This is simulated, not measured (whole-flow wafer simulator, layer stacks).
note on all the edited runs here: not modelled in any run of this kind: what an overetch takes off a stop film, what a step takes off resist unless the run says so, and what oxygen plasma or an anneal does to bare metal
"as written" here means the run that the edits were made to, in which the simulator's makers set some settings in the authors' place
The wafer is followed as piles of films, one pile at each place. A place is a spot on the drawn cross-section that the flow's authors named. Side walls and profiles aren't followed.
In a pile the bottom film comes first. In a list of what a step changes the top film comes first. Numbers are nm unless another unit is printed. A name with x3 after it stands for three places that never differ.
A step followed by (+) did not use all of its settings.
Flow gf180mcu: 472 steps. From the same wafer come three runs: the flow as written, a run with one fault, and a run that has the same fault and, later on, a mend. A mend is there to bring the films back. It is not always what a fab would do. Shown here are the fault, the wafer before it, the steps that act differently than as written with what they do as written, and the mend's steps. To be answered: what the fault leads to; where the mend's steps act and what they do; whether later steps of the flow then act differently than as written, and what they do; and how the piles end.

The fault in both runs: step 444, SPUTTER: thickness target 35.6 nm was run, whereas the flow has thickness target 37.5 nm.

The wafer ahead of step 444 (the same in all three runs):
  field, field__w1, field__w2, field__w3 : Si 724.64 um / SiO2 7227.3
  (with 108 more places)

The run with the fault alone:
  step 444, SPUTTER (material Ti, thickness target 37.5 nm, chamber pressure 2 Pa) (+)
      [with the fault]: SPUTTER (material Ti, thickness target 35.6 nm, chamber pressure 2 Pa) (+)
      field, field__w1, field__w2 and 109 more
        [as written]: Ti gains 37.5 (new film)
        [with the fault]: Ti gains 35.6 (new film)
  Later steps of the flow acting differently than as written (4 more steps, not shown, differ only slightly: by at most 2% or 0.5 nm, whichever is larger):
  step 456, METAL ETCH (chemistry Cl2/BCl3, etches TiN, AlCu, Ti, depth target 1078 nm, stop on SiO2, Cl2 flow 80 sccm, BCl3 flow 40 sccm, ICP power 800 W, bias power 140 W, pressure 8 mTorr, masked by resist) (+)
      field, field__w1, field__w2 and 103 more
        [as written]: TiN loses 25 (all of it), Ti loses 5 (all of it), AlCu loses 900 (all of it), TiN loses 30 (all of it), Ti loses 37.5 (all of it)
        [with the fault]: TiN loses 25 (all of it), Ti loses 5 (all of it), AlCu loses 900 (all of it), TiN loses 30 (all of it), Ti loses 35.6 (all of it)
  By the end, the piles at field__w8, contact, m1, m1__w1, pad, m1_nw depart from the flow's by more than 2% or 0.5 nm, whichever is larger.
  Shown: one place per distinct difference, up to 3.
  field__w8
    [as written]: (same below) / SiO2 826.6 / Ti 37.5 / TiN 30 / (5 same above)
    [with the fault]: (same below) / SiO2 826.6 / Ti 35.6 / TiN 30 / (5 same above)
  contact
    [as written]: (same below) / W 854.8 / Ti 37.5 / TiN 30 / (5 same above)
    [with the fault]: (same below) / W 854.8 / Ti 35.6 / TiN 30 / (5 same above)
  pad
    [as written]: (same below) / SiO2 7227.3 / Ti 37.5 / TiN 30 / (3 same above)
    [with the fault]: (same below) / SiO2 7227.3 / Ti 35.6 / TiN 30 / (3 same above)

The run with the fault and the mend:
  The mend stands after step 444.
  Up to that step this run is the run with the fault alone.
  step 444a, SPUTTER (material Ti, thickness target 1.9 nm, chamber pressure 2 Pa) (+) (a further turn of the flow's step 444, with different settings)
      field, field__w1, field__w2 and 109 more
        Ti gains 1.9
  Every later step of the flow that is run acts as written at every place that is followed.
  The piles end the same as the flow's at every place that both follow.
